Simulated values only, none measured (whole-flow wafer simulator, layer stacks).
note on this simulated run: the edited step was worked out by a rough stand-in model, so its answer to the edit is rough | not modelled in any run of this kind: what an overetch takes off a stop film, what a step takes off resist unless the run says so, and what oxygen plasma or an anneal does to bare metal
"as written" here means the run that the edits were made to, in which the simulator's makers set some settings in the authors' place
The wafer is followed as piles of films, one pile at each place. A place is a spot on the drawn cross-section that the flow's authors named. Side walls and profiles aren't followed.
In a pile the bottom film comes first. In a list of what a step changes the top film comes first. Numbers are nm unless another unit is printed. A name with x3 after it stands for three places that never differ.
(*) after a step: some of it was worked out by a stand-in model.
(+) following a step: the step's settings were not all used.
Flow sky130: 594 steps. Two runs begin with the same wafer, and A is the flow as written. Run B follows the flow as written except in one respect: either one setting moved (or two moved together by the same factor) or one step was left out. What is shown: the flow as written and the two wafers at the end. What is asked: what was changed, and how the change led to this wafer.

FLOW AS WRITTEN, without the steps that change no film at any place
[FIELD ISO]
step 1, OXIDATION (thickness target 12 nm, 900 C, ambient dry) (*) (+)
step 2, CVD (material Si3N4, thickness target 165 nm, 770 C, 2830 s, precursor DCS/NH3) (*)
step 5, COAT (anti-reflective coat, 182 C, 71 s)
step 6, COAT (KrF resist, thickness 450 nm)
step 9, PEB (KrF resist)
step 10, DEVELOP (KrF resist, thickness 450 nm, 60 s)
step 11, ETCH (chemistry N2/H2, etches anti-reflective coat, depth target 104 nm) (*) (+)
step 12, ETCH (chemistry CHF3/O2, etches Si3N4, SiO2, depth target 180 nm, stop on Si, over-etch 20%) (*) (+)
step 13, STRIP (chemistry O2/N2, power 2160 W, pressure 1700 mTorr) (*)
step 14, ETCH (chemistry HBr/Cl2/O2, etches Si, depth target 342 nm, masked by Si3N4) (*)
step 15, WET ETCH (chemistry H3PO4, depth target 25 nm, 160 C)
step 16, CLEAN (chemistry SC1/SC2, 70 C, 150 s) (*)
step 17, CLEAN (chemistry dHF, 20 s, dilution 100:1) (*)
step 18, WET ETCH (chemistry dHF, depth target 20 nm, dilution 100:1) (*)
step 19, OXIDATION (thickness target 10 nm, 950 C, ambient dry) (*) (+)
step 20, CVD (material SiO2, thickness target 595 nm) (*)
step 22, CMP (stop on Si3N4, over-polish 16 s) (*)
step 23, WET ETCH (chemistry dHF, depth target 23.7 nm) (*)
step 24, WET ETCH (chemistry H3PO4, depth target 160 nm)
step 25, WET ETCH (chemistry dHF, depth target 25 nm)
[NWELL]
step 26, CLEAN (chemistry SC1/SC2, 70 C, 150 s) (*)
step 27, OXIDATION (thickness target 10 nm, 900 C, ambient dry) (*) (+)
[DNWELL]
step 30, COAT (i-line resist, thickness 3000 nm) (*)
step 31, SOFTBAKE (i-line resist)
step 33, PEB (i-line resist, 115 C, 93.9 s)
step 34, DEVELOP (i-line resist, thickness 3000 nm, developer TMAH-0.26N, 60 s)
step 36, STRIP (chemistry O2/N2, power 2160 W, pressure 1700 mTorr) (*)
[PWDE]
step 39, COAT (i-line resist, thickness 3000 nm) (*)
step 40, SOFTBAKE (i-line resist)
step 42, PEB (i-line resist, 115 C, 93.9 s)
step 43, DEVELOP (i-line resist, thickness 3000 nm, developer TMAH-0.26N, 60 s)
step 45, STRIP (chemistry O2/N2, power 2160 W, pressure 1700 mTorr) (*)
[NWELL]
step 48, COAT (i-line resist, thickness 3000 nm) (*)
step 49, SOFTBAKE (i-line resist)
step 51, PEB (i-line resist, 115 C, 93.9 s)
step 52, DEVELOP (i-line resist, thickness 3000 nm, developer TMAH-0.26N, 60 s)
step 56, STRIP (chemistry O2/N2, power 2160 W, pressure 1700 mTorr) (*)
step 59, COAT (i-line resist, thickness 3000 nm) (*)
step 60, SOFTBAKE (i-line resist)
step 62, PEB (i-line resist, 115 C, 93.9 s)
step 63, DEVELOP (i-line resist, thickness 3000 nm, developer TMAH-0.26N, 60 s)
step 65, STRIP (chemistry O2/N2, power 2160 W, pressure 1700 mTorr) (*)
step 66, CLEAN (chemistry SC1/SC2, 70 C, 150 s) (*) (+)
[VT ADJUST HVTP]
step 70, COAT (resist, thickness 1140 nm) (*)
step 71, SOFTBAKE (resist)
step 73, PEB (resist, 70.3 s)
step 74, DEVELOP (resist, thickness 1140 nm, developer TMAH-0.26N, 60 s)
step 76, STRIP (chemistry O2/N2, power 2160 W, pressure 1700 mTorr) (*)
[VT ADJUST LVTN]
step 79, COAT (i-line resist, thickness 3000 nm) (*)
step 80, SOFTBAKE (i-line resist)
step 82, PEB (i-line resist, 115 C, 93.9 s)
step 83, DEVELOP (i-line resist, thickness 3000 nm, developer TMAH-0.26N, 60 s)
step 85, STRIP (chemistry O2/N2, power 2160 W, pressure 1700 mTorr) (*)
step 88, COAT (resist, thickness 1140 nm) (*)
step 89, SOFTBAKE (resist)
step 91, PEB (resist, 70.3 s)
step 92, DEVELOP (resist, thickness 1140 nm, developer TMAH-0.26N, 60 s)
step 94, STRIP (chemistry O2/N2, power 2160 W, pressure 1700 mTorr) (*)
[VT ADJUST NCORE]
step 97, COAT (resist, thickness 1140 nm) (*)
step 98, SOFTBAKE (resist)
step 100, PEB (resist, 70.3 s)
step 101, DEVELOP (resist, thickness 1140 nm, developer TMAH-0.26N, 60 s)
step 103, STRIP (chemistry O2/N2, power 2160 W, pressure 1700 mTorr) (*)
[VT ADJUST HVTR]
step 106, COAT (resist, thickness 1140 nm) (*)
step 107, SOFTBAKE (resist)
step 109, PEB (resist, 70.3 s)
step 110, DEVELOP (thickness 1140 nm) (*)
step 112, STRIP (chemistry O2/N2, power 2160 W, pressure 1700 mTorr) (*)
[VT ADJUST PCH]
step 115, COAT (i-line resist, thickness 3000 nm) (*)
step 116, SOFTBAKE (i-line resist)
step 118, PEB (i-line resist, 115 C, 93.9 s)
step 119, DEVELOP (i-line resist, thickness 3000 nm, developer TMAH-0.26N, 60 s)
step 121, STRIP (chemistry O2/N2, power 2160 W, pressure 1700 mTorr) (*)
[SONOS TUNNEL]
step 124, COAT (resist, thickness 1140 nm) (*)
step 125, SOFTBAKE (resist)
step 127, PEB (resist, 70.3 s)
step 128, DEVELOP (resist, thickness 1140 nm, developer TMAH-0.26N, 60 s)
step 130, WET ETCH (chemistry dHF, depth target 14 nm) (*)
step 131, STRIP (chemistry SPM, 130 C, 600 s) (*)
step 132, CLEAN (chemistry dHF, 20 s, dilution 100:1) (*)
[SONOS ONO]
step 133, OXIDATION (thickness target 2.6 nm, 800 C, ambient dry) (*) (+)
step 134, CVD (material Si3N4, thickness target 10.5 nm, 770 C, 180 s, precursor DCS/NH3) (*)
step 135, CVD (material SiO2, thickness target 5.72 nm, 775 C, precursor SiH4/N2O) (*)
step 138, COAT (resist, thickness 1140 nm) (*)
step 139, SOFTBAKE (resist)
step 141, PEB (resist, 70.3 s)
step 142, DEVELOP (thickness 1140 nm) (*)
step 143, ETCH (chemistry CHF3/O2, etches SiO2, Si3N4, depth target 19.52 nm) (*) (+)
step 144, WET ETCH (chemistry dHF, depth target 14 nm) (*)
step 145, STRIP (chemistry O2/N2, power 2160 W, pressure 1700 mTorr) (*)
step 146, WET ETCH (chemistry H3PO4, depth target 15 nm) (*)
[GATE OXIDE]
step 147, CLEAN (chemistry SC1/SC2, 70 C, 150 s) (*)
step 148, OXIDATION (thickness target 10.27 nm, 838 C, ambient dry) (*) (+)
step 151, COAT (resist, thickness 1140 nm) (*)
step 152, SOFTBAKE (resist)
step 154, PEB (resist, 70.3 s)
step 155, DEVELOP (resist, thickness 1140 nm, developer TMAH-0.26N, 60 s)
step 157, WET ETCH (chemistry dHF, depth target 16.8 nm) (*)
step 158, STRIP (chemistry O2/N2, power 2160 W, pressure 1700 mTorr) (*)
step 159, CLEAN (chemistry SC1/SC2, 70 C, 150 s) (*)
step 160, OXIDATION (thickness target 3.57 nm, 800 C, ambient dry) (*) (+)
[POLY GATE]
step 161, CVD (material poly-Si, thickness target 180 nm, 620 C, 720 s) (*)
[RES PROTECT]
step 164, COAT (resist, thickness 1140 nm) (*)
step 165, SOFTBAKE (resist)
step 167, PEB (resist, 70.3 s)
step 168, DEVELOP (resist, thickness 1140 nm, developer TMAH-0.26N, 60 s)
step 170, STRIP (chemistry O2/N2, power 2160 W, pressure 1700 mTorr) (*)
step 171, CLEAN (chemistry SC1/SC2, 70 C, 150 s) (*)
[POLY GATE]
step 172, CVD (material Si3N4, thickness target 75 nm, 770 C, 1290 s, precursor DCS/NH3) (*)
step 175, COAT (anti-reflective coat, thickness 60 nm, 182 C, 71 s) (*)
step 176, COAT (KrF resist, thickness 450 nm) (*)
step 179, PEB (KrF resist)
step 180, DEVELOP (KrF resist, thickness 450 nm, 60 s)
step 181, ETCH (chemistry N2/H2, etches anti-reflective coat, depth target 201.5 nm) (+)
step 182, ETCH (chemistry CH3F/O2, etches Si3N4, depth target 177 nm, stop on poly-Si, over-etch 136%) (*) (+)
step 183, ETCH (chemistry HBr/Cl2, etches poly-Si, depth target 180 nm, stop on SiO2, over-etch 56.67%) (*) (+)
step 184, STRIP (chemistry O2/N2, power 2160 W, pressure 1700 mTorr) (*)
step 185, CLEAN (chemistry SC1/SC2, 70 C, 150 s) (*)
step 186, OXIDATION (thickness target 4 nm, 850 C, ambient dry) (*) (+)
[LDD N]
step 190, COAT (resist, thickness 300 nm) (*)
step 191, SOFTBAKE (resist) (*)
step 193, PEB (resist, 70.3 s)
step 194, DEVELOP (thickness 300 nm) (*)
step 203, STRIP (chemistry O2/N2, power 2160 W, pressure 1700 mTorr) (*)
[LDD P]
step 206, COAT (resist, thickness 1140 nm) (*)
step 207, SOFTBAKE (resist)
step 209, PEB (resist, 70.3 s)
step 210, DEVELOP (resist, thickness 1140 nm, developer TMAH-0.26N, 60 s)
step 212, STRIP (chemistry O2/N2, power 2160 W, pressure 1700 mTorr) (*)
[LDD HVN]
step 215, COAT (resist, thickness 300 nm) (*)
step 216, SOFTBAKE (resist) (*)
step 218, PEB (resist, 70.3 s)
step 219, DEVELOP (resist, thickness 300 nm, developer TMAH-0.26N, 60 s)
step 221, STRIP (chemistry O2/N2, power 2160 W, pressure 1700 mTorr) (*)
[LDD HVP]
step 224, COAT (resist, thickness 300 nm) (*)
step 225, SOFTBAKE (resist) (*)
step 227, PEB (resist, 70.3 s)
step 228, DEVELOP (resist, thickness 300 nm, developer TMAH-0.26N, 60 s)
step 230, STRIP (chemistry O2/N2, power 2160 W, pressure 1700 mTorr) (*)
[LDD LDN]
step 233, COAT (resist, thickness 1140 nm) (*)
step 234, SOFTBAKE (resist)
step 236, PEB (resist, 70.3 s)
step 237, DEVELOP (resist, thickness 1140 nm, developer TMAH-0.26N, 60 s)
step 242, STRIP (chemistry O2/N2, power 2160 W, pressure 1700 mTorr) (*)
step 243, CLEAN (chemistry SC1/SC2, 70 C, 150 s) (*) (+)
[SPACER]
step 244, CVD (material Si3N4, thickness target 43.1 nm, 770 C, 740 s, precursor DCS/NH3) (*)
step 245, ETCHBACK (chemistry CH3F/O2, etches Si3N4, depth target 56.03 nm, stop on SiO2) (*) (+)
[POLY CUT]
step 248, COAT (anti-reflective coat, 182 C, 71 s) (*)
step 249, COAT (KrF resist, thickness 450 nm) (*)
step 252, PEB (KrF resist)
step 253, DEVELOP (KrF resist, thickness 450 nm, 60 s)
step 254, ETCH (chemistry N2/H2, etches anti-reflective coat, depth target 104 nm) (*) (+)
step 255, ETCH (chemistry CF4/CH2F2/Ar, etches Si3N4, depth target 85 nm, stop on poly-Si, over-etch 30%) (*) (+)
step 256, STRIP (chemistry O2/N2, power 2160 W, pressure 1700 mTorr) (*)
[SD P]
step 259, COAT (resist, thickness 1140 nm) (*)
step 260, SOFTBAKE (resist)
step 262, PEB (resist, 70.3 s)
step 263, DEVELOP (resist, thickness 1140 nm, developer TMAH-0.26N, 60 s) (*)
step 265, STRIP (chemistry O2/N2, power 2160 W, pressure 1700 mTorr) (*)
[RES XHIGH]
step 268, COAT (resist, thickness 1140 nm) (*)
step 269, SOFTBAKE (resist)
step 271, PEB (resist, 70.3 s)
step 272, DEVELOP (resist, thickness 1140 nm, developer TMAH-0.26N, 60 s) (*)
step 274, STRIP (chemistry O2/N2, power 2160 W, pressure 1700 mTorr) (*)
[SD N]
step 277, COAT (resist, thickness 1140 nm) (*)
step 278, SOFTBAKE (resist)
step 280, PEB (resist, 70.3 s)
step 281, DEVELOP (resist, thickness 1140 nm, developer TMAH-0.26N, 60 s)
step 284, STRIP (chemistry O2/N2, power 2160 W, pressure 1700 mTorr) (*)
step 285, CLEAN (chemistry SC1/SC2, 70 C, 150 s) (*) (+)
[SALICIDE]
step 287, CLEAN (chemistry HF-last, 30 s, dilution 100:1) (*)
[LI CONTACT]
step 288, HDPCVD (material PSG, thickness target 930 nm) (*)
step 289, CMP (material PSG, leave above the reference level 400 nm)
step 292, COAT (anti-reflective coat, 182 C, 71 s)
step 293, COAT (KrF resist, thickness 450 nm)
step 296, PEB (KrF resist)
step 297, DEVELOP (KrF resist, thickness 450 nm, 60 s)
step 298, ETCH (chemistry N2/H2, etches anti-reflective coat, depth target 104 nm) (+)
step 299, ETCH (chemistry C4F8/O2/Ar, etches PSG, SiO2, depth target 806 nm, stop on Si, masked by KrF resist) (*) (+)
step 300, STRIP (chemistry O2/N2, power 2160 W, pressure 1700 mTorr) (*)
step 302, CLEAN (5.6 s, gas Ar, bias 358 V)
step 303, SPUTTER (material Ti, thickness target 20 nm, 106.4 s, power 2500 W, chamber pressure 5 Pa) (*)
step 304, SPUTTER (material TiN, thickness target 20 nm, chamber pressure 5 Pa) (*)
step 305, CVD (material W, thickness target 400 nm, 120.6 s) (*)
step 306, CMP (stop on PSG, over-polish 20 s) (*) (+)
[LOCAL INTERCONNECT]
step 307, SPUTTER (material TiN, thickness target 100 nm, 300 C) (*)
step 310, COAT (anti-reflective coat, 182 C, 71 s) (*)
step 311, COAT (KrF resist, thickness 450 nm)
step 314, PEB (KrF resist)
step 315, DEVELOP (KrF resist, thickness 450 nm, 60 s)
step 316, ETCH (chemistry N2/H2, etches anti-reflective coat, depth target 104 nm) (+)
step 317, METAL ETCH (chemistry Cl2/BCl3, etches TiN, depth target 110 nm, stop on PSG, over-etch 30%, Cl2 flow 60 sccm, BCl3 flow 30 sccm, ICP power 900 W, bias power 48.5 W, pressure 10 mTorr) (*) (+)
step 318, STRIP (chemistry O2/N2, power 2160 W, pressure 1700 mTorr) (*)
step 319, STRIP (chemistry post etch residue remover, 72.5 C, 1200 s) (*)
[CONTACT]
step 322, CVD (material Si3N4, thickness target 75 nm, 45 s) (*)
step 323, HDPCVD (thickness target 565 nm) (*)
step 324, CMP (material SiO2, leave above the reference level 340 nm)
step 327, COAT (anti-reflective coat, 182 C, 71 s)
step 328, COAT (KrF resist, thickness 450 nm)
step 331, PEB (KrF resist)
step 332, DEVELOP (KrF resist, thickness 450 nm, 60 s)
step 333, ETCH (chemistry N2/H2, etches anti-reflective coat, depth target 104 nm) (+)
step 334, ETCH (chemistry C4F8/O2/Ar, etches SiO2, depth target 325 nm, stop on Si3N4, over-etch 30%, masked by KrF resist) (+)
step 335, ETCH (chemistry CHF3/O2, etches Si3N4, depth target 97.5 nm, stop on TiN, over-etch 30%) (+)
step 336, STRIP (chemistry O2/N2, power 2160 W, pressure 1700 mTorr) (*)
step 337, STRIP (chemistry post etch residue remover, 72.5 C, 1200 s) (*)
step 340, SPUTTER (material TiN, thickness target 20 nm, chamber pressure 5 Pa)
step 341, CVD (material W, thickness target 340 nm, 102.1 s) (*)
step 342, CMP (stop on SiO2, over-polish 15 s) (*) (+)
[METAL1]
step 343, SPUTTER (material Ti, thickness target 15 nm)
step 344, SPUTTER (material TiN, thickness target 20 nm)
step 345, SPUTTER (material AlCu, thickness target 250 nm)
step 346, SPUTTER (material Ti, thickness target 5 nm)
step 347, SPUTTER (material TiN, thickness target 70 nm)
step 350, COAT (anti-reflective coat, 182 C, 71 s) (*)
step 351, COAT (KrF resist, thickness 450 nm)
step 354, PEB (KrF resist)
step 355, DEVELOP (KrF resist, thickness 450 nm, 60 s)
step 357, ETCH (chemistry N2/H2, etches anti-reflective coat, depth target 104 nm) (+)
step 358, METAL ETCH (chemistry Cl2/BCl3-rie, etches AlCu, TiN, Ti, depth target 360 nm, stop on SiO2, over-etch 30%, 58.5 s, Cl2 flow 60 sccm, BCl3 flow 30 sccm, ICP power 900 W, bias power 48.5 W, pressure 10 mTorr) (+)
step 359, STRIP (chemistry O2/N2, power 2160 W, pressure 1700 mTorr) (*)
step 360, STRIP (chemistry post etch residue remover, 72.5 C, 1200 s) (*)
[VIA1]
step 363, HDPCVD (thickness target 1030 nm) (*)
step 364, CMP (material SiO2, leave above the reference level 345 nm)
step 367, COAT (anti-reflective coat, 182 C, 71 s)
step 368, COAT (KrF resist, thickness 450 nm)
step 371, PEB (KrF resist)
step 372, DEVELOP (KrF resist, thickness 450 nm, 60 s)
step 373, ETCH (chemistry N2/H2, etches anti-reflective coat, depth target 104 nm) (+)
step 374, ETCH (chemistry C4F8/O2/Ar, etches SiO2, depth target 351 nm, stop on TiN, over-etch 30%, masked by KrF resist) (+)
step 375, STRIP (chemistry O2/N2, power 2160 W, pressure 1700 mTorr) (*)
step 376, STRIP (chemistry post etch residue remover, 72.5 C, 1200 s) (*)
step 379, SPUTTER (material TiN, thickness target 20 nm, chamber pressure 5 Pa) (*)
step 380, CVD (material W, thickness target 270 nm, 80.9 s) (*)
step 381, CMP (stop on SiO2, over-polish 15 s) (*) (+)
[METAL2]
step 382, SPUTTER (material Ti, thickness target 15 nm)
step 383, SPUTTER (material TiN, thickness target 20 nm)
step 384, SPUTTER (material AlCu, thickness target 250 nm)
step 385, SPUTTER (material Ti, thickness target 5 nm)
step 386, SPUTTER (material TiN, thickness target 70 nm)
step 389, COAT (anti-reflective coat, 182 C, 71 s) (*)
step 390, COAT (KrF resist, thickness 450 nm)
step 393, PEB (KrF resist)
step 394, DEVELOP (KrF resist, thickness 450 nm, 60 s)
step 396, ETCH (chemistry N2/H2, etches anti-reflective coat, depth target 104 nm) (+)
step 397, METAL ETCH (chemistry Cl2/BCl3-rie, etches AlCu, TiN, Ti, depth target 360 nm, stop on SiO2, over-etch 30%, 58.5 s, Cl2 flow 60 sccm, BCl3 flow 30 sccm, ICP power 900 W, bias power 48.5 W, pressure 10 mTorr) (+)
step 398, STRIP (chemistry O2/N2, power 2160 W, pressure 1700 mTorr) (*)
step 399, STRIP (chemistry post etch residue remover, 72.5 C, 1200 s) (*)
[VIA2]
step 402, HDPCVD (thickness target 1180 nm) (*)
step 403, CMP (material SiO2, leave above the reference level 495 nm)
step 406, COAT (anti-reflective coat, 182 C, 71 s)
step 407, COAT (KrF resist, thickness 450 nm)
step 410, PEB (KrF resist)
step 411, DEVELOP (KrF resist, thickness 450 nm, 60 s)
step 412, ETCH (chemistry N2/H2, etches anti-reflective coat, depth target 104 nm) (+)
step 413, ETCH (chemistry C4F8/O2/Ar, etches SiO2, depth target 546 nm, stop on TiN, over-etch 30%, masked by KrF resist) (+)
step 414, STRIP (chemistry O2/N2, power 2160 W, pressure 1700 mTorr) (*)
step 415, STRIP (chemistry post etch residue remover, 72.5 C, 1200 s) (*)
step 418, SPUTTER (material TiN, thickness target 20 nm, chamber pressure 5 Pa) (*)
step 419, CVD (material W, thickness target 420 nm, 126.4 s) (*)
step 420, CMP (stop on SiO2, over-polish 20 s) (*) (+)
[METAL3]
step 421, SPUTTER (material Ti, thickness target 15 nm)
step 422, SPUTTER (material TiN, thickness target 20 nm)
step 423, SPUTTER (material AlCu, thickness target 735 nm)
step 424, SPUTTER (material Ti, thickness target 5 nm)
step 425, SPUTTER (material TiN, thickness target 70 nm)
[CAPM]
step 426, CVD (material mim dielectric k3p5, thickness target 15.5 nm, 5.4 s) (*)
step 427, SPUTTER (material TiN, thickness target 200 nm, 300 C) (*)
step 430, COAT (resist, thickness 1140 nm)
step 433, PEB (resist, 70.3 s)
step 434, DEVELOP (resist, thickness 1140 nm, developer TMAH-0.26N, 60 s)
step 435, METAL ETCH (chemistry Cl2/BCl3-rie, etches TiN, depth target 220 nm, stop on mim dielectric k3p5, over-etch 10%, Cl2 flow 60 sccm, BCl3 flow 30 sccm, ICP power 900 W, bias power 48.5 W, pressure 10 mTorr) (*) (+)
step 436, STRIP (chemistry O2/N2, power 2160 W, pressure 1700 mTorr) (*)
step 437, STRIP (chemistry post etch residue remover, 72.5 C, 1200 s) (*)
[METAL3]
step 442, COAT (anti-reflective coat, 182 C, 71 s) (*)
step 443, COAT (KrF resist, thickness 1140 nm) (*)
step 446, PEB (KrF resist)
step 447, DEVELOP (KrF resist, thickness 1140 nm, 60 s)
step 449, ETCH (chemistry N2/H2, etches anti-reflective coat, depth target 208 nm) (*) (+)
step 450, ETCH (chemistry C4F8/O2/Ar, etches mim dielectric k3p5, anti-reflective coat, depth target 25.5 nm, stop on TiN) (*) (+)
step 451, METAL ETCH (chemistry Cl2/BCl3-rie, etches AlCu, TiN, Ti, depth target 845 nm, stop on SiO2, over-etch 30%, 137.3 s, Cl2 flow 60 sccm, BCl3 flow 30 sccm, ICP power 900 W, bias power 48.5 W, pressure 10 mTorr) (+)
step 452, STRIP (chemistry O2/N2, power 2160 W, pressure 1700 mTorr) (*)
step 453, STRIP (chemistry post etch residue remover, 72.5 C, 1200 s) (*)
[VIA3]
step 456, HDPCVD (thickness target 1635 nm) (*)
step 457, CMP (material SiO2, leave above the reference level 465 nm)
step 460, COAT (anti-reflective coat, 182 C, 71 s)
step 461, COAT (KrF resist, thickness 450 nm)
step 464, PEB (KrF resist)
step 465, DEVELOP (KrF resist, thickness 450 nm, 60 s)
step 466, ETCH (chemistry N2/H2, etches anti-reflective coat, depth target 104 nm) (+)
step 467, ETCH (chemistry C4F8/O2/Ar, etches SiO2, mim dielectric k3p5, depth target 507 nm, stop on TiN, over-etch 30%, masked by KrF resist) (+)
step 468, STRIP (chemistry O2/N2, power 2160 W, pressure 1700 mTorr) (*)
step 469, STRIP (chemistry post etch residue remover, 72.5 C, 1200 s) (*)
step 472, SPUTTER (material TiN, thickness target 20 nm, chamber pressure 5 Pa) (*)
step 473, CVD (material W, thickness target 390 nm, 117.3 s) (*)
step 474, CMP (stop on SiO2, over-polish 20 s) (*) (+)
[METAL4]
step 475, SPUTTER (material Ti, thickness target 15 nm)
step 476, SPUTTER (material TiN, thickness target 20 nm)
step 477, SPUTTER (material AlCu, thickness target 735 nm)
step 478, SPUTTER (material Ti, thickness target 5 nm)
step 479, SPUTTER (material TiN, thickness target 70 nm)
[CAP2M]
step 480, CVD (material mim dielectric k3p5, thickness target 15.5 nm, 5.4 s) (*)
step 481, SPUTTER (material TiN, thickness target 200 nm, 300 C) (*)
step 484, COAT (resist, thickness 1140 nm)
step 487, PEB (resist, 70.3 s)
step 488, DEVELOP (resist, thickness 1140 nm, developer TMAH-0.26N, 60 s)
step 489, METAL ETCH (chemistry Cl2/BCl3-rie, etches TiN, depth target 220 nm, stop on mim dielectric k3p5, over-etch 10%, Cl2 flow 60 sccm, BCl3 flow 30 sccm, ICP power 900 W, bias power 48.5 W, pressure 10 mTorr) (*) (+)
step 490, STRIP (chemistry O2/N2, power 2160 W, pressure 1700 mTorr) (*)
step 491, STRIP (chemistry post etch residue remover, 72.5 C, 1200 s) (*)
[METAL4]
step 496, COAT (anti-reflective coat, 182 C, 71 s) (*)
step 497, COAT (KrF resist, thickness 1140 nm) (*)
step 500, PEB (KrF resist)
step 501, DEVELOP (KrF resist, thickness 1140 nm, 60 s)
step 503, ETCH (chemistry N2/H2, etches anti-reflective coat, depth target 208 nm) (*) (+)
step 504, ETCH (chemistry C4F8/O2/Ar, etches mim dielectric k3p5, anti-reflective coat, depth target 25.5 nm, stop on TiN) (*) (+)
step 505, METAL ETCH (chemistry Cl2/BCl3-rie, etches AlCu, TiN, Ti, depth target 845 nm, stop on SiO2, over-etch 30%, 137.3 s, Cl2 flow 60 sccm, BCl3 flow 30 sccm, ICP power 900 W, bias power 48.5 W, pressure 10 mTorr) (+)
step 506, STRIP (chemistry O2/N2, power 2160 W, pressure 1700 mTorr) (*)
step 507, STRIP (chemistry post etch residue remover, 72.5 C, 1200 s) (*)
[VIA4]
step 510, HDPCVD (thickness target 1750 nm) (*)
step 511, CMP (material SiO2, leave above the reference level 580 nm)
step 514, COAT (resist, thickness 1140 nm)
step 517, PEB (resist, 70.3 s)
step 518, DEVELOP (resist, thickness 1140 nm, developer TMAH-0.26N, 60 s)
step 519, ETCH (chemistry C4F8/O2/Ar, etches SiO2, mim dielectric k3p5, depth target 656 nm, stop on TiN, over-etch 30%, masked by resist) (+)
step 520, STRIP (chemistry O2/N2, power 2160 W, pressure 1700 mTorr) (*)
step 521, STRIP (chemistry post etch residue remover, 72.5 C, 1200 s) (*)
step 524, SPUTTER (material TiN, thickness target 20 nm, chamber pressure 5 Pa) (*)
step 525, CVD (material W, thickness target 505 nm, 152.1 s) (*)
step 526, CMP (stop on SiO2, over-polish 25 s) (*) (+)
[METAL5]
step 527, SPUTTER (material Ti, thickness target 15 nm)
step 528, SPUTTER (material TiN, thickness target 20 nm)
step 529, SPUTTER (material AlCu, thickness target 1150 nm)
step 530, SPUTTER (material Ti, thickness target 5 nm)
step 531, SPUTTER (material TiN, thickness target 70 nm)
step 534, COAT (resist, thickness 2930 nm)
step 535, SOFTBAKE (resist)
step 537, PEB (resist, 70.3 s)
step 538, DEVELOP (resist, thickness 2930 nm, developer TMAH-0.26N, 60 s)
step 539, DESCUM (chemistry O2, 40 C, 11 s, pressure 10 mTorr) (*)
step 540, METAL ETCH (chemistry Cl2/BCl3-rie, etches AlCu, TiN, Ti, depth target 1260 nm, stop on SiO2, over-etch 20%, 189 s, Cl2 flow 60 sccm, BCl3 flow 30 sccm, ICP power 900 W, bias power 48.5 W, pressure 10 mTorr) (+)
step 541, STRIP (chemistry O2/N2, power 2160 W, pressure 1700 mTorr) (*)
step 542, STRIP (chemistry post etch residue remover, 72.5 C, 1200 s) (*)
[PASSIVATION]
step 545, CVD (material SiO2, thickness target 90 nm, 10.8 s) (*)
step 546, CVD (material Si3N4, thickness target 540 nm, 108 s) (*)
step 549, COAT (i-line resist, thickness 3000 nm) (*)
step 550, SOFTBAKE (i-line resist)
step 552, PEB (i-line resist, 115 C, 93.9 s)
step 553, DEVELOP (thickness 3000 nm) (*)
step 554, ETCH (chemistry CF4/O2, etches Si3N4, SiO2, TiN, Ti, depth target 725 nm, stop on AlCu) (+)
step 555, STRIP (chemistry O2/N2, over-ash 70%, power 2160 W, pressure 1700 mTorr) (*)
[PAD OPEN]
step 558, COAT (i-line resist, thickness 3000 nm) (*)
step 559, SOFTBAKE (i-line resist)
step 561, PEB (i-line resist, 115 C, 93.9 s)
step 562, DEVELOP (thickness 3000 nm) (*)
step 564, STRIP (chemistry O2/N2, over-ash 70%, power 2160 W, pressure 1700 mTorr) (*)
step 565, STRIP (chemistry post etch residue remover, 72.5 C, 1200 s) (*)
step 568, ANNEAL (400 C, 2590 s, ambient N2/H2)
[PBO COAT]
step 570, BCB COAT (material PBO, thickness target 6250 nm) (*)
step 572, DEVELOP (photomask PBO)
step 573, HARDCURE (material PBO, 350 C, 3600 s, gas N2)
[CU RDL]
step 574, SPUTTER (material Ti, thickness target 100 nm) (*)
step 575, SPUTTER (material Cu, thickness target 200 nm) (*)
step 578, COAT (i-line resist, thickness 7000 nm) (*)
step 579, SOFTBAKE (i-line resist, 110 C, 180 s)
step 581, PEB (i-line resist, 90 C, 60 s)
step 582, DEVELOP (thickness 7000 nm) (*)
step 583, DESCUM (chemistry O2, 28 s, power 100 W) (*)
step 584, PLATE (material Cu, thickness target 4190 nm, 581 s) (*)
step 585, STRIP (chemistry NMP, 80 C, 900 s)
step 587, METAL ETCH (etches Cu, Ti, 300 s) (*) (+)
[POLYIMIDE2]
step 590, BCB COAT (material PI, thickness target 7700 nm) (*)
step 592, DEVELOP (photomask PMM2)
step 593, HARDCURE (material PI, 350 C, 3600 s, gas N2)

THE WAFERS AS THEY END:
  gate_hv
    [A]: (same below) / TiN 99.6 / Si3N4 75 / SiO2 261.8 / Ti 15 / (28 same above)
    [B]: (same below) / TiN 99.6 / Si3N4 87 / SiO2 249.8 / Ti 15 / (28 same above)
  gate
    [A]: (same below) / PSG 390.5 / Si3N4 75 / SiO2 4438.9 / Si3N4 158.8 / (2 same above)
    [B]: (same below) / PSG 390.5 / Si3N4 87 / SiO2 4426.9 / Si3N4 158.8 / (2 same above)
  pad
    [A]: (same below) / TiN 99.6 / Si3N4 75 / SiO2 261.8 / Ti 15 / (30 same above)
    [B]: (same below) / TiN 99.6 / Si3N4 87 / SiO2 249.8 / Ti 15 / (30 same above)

The reason: step 322, CVD: thickness target 87 nm was run, while the flow as written has thickness target 75 nm; step 322, CVD: 52.2 s was run, where the flow has 45 s.
The wafer itself shows it: gate_hv has Si3N4 87, and step 322 as written asks for 75 nm.

How this came from the change, step by step:
  step 322, CVD (material Si3N4, thickness target 75 nm, 45 s) (*)
      field, active, n_well and 188 more: A Si3N4 gains 75 (new film) | B Si3N4 gains 87 (new film)
  step 324, CMP (material SiO2, leave above the reference level 340 nm)
      n_well, p_well, gate_hv and 93 more: A SiO2 loses 300 | B SiO2 loses 312
      field, active, gate and 88 more: A SiO2 loses 200.4 | B SiO2 loses 212.4
      (as well as at 4 more places)
  step 334, ETCH (chemistry C4F8/O2/Ar, etches SiO2, depth target 325 nm, stop on Si3N4, over-etch 30%, masked by KrF resist) (+)
      poly_licon, ndiff_licon, ndiff_licon_cpp, rpo_hd_licon: A SiO2 loses 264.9 (all of it) | B SiO2 loses 252.9 (all of it)
  step 335, ETCH (chemistry CHF3/O2, etches Si3N4, depth target 97.5 nm, stop on TiN, over-etch 30%) (+)
      poly_licon, ndiff_licon, ndiff_licon_cpp, rpo_hd_licon: A Si3N4 loses 75 (all of it) | B Si3N4 loses 87 (all of it)
